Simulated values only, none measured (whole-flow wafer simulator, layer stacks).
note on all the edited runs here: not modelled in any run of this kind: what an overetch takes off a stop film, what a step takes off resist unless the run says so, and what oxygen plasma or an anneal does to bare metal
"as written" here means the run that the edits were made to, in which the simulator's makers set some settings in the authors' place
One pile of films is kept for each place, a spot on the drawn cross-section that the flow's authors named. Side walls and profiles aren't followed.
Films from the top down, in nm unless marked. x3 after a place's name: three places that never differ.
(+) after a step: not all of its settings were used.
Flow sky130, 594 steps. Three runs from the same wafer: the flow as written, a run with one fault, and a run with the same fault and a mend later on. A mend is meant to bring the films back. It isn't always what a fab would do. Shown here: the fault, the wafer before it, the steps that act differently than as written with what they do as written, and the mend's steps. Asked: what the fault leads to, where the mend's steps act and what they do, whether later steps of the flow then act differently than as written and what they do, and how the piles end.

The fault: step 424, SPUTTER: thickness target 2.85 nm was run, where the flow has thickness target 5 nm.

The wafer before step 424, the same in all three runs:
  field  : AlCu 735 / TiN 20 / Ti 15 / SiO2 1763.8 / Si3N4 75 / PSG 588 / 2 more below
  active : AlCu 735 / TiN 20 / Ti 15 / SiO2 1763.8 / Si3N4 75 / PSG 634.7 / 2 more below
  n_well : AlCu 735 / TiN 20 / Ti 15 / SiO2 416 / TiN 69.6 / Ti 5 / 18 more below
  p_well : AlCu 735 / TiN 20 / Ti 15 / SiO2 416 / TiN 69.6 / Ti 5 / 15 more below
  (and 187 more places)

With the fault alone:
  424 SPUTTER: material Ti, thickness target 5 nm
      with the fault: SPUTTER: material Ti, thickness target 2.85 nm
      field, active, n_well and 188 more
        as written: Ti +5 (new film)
        with the fault: Ti +2.85 (new film)
  Later steps of the flow that act differently than as written (18 more steps differ only slightly, by at most 2% or 0.5 nm, whichever is larger, and aren't shown):
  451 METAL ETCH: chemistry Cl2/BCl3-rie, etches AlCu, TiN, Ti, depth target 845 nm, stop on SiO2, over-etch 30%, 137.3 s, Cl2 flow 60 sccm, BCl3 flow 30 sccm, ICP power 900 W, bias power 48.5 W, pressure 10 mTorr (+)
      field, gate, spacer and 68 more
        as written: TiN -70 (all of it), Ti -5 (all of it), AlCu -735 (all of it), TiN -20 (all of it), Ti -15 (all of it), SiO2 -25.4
        with the fault: TiN -70 (all of it), Ti -2.85 (all of it), AlCu -735 (all of it), TiN -20 (all of it), Ti -15 (all of it), SiO2 -25.6
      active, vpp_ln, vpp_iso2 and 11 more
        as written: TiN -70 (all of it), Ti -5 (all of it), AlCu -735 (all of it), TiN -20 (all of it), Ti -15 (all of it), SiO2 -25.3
        with the fault: TiN -70 (all of it), Ti -2.85 (all of it), AlCu -735 (all of it), TiN -20 (all of it), Ti -15 (all of it), SiO2 -25.6
  At the end the piles differ from the flow's by more than 2% or 0.5 nm, whichever is larger, at n_well, p_well, gate_hv and 104 more.
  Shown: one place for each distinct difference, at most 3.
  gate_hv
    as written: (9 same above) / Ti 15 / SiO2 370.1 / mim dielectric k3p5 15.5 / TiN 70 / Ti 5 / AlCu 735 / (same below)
    with the fault: (9 same above) / Ti 15 / SiO2 372.3 / mim dielectric k3p5 15.5 / TiN 70 / Ti 2.85 / AlCu 735 / (same below)
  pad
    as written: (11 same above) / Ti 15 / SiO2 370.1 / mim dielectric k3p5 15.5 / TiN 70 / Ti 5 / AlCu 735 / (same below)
    with the fault: (11 same above) / Ti 15 / SiO2 372.3 / mim dielectric k3p5 15.5 / TiN 70 / Ti 2.85 / AlCu 735 / (same below)
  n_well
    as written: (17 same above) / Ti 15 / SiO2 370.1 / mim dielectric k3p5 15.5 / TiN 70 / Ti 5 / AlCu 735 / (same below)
    with the fault: (17 same above) / Ti 15 / SiO2 372.3 / mim dielectric k3p5 15.5 / TiN 70 / Ti 2.85 / AlCu 735 / (same below)

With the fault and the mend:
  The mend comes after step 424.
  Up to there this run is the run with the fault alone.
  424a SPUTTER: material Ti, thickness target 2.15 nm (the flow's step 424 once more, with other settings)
      field, active, n_well and 188 more
        Ti +2.15
  No later step of the flow acts differently than as written at any place that is followed.
  At the end the piles are the same as the flow's at every place that both follow.
